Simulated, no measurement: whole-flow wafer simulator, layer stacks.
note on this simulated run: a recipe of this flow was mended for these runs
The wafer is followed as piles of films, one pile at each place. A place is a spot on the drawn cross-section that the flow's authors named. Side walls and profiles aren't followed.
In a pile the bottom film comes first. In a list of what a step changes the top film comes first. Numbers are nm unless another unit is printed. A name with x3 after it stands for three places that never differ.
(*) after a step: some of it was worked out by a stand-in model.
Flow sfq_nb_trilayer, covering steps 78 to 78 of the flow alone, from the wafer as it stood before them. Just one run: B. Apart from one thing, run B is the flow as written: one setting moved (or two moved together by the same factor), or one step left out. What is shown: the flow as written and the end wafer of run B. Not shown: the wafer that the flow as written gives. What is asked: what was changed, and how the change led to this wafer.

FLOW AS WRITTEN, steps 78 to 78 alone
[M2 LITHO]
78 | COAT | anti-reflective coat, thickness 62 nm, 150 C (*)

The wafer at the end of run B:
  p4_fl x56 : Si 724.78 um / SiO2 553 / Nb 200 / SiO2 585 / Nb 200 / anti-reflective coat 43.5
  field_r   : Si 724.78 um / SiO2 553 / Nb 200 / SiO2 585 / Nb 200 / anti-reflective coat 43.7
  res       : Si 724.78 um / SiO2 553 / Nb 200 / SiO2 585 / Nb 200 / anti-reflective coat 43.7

What caused this: step 78, COAT: thickness 43.5 nm was run, while the flow as written has thickness 62 nm.
One can read it off the wafer: p4_fl x56 has anti-reflective coat 43.5, and step 78 as written asks for 62 nm.

How this came from the change, step by step:
  78 | COAT | anti-reflective coat, thickness 62 nm, 150 C (*)
      p4_fl x56, wl_j_sl x16, l0r_line_l x3, m0r_space_l x2: anti-reflective coat gains 43.5 (new film) (as written it would have been: anti-reflective coat gains 62 (new film))
      field_r, lsp_l, ln_m5, lsp_m, ln_m6, lsp_r, l0_sur, l0v: anti-reflective coat gains 43.7 (new film) (as written it would have been: anti-reflective coat gains 62.3 (new film))
      (also at 21 further places)
